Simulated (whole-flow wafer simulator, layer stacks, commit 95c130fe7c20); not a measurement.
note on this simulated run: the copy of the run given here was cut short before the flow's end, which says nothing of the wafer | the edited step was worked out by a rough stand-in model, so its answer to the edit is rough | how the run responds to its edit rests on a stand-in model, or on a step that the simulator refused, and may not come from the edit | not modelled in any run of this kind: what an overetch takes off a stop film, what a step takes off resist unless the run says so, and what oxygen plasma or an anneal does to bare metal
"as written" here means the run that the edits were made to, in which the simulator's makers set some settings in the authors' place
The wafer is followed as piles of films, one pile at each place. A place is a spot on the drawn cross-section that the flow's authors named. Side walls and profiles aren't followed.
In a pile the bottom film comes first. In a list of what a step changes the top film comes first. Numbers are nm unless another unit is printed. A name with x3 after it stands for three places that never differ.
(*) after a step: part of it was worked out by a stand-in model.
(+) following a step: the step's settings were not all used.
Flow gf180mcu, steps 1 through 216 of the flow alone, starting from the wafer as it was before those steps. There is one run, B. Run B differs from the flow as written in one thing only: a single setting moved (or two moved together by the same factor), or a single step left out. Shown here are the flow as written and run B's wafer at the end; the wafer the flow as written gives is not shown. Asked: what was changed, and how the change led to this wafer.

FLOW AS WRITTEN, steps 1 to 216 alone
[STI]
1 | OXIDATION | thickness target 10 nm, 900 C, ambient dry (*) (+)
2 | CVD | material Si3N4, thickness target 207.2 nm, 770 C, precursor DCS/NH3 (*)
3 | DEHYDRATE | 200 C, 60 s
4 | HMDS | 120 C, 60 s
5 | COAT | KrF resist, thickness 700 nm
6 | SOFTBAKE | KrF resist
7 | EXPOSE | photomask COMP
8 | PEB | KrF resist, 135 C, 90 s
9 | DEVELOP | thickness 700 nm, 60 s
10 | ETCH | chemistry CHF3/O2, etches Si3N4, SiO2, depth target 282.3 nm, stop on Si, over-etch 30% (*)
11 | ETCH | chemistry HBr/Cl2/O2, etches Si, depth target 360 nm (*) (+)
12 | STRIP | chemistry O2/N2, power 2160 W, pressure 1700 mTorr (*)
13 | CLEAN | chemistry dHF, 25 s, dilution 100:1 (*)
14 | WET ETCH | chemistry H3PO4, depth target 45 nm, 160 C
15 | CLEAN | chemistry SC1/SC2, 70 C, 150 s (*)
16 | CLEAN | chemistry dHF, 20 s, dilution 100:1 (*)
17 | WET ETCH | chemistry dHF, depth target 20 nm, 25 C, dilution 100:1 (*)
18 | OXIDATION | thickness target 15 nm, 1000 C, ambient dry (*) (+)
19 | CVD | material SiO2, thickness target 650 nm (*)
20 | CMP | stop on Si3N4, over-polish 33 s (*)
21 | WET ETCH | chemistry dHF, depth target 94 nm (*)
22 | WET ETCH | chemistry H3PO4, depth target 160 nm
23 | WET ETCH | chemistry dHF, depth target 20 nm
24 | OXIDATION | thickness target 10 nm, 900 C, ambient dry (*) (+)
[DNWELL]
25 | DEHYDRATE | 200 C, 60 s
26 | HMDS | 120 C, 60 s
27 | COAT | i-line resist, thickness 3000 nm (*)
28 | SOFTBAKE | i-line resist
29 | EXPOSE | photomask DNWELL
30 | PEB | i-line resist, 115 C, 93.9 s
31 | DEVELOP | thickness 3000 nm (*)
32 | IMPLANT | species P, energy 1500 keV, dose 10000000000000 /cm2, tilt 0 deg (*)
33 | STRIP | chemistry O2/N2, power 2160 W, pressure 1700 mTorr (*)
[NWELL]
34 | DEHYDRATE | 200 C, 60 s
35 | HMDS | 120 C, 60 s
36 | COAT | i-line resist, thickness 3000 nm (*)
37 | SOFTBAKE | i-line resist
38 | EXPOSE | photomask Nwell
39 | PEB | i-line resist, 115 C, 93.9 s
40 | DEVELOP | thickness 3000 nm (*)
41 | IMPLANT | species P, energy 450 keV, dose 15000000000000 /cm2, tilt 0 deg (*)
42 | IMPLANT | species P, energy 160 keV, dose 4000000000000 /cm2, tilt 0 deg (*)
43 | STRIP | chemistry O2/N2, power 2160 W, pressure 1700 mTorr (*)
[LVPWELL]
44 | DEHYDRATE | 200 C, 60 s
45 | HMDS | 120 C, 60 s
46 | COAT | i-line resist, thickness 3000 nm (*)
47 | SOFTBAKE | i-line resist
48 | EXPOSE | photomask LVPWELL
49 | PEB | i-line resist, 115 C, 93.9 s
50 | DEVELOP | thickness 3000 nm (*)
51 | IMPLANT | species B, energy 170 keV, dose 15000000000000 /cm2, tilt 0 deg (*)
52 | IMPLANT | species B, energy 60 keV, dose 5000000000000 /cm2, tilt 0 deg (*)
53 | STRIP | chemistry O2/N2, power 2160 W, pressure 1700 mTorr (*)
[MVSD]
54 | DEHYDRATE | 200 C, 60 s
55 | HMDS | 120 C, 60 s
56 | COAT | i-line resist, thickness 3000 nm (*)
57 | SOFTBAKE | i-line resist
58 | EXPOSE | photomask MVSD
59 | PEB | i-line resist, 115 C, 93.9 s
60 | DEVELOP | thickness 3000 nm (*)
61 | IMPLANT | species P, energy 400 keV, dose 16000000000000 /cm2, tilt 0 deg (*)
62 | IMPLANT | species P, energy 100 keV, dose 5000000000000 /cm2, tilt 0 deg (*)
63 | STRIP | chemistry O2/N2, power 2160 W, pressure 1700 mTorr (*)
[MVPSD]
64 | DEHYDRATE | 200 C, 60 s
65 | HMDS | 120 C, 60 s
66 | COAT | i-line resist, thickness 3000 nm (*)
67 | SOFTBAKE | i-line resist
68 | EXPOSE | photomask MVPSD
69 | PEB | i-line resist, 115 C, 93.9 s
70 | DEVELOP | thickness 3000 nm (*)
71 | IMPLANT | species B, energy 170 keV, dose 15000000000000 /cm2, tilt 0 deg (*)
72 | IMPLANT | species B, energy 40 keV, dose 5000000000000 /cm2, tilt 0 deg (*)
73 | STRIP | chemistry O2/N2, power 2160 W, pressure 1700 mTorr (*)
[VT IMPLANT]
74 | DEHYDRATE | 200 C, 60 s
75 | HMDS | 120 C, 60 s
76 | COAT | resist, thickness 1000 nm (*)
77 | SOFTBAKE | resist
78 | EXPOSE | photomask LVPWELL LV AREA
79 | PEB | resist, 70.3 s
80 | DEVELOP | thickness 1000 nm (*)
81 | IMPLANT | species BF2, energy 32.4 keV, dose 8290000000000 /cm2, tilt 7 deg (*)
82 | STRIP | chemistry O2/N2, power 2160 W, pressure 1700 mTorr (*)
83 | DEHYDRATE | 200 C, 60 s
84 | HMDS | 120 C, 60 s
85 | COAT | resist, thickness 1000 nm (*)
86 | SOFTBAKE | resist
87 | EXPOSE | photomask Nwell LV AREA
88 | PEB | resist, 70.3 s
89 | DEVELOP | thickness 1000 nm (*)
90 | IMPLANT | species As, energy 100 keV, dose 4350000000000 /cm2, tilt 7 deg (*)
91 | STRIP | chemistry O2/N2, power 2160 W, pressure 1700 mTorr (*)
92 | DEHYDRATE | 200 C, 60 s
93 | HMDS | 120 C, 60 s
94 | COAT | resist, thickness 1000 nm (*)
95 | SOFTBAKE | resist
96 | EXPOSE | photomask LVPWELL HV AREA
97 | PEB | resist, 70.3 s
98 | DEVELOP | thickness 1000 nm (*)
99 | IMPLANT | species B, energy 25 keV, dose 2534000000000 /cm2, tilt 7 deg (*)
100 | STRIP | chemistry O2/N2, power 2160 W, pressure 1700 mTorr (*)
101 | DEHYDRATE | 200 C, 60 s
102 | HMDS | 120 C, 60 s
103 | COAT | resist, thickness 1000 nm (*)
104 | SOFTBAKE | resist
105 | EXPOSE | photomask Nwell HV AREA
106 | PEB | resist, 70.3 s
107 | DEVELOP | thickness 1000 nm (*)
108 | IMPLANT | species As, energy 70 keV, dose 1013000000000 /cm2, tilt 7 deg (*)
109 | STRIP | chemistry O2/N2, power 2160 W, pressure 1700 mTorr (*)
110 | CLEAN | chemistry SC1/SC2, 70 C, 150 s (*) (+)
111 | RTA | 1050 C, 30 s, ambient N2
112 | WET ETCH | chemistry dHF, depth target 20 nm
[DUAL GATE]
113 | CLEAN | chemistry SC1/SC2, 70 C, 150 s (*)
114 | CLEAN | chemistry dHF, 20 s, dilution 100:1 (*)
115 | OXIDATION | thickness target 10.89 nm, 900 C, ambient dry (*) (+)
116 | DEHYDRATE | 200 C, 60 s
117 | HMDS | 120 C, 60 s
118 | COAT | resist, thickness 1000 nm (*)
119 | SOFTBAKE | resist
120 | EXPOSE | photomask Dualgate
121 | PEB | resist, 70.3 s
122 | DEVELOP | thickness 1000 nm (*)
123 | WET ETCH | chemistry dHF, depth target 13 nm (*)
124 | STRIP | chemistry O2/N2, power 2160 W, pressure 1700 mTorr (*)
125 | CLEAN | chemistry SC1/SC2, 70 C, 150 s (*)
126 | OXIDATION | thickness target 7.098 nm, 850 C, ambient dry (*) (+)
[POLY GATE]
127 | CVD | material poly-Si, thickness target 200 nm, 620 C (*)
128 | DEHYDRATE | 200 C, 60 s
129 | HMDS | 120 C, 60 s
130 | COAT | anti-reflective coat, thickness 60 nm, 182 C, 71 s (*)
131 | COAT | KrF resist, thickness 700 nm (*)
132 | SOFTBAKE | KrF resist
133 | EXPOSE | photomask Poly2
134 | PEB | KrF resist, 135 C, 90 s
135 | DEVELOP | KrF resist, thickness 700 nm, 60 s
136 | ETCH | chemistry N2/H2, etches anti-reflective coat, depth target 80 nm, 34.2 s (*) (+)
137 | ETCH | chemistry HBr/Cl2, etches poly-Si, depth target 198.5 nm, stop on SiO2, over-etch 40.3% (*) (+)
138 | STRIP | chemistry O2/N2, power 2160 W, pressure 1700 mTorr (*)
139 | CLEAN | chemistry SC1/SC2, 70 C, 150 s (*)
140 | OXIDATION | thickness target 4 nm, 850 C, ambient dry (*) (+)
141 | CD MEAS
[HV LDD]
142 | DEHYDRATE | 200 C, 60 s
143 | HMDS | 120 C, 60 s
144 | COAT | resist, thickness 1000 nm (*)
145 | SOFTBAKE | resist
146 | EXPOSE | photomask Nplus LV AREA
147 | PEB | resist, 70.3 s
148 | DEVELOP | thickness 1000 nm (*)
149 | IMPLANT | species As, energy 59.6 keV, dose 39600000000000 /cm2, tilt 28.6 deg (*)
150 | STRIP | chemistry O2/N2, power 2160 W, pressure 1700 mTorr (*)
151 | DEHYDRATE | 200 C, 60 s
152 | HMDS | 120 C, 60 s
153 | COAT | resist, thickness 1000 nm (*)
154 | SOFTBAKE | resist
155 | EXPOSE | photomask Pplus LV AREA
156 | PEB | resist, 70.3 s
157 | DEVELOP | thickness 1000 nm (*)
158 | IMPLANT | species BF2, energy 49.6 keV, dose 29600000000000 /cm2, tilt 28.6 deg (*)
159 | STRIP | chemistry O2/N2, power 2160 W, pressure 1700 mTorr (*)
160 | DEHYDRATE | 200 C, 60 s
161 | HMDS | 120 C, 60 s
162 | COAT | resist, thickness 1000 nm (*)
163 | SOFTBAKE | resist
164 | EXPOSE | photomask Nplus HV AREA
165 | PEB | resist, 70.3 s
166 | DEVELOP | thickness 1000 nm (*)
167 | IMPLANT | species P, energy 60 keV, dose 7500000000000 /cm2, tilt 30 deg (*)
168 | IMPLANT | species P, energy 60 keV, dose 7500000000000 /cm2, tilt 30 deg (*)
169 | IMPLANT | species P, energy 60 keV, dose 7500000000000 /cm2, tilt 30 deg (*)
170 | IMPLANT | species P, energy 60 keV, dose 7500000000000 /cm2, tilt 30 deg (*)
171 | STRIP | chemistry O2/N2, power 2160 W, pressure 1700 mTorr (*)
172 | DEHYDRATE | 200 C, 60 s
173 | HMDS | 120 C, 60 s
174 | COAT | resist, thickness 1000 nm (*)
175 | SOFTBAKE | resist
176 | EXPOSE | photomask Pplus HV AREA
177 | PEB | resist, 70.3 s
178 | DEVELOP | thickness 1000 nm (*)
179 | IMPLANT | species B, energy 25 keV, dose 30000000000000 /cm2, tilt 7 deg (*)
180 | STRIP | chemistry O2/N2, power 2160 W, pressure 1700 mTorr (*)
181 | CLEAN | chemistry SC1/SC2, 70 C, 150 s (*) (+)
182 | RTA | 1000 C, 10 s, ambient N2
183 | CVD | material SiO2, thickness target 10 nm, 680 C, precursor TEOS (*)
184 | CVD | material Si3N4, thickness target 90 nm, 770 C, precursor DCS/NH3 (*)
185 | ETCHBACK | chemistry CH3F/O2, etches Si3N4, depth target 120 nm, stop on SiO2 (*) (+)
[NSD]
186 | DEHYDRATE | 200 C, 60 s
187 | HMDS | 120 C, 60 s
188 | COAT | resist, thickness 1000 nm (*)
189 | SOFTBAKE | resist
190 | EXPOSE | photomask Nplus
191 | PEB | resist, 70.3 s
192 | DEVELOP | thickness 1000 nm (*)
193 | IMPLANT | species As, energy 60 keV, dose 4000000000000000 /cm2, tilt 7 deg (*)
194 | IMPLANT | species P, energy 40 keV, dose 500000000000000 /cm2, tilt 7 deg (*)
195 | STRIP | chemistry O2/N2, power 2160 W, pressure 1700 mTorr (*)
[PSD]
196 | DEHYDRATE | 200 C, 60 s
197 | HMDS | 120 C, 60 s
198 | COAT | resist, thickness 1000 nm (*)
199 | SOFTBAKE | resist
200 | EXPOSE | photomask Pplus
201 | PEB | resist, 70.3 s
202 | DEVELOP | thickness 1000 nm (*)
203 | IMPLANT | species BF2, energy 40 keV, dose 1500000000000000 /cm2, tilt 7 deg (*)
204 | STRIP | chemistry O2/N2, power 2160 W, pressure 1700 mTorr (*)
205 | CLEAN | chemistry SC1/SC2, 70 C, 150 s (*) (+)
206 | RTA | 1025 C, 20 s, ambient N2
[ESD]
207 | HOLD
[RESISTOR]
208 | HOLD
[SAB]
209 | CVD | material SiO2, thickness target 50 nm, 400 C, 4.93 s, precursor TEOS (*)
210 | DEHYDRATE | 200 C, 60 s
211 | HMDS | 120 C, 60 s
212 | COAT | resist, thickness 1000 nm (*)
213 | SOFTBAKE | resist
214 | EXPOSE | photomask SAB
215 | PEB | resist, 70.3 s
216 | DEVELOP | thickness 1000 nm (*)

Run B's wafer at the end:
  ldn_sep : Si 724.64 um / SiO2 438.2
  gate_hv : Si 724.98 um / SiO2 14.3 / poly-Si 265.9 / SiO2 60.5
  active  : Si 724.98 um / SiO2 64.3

The reason: step 127, CVD: thickness target 268 nm was run, whereas the flow has thickness target 200 nm.

The path from the change to this, step by step:
  127 | CVD | material poly-Si, thickness target 200 nm, 620 C (*)
      field, field__w1, field__w2 and 89 more: +268 poly-Si (new film) (it would be, as written: +200 poly-Si (new film))
  137 | ETCH | chemistry HBr/Cl2, etches poly-Si, depth target 198.5 nm, stop on SiO2, over-etch 40.3% (*) (+)
      sti, mim_1p0 x3, iso_nw_fld and 7 more: -266.8 poly-Si (all of it) (it would be, as written: -198.8 poly-Si (all of it), -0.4 SiO2)
      nw_enc_fld, ldn_sep, ldn_dft, ldp_dft: -266.6 poly-Si (all of it) (it would be, as written: -198.6 poly-Si (all of it), -0.4 SiO2)
      (as well as at 48 more places)
  144 | COAT | resist, thickness 1000 nm (*)
      polyc_n, polyc_p: +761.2 resist (new film) (it would be, as written: +817.8 resist (new film))
      gate: +781 resist (new film) (it would be, as written: +837.3 resist (new film))
      (as well as at 26 more places)
  145 | SOFTBAKE | resist
      ldn_dft, ldp_dft: -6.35 resist (it would be, as written: -4.42 resist)
      field__w1: +6.06 resist (it would be, as written: +4.19 resist)
      (as well as at 69 more places)
  147 | PEB | resist, 70.3 s
      polyc_n, polyc_n_rim, polyc_p, polyc_p_rim: -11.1 resist (it would be, as written: -12.2 resist)
      ld_gate_n, ld_acc_n, ld_gate_p: -12.3 resist (it would be, as written: -13.2 resist)
      (as well as at 24 more places)
  148 | DEVELOP | thickness 1000 nm (*)
      gate: -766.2 resist (all of it) (it would be, as written: -822.7 resist (all of it))
      npoly_u: -766.7 resist (all of it) (it would be, as written: -821.5 resist (all of it))
      (as well as at 3 more places)
  150 | STRIP | chemistry O2/N2, power 2160 W, pressure 1700 mTorr (*)
      gate_hv: -770.9 resist (all of it) (it would be, as written: -824.2 resist (all of it))
      gate_p: -773.5 resist (all of it) (it would be, as written: -828.7 resist (all of it))
      (as well as at 22 more places)
  153 | COAT | resist, thickness 1000 nm (*)
      polyc_n, polyc_p: +761.2 resist (new film) (it would be, as written: +817.8 resist (new film))
      gate: +781 resist (new film) (it would be, as written: +837.3 resist (new film))
      (as well as at 26 more places)
  154 | SOFTBAKE | resist
      ldn_dft, ldp_dft: -6.35 resist (it would be, as written: -4.42 resist)
      field__w1: +6.06 resist (it would be, as written: +4.19 resist)
      (as well as at 69 more places)
  156 | PEB | resist, 70.3 s
      polyc_n, polyc_n_rim, polyc_p, polyc_p_rim: -11.1 resist (it would be, as written: -12.2 resist)
      ld_gate_n, ld_acc_n, ld_gate_p: -12.3 resist (it would be, as written: -13.2 resist)
      (as well as at 24 more places)
  157 | DEVELOP | thickness 1000 nm (*)
      gate_p: -773.5 resist (all of it) (it would be, as written: -828.7 resist (all of it))
      ppoly_u: -774.2 resist (all of it) (it would be, as written: -827 resist (all of it))
      (as well as at 3 more places)
  159 | STRIP | chemistry O2/N2, power 2160 W, pressure 1700 mTorr (*)
      gate: -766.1 resist (all of it) (it would be, as written: -822.7 resist (all of it))
      gate_hv: -770.9 resist (all of it) (it would be, as written: -824.2 resist (all of it))
      (as well as at 22 more places)
  162 | COAT | resist, thickness 1000 nm (*)
      polyc_n, polyc_p: +761.2 resist (new film) (it would be, as written: +817.8 resist (new film))
      gate: +781 resist (new film) (it would be, as written: +837.3 resist (new film))
      (as well as at 26 more places)
  163 | SOFTBAKE | resist
      ldn_dft, ldp_dft: -6.35 resist (it would be, as written: -4.42 resist)
      field__w1: +6.06 resist (it would be, as written: +4.19 resist)
      (as well as at 69 more places)
  165 | PEB | resist, 70.3 s
      polyc_n, polyc_n_rim, polyc_p, polyc_p_rim: -11.1 resist (it would be, as written: -12.2 resist)
      ld_gate_n, ld_acc_n, ld_gate_p: -12.3 resist (it would be, as written: -13.2 resist)
      (as well as at 24 more places)
  166 | DEVELOP | thickness 1000 nm (*)
      gate_hv: -770.9 resist (all of it) (it would be, as written: -824.2 resist (all of it))
      gate_nat: -811.5 resist (all of it) (it would be, as written: -854.5 resist (all of it))
      (as well as at 7 more places)
  ... 20 other steps ...
  216 | DEVELOP | thickness 1000 nm (*)
      field_sub__w2: -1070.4 resist (all of it) (it would be, as written: -1045.8 resist (all of it))
      field_sub__w3: -1058.2 resist (all of it) (it would be, as written: -1036.7 resist (all of it))
      (as well as at 35 more places)
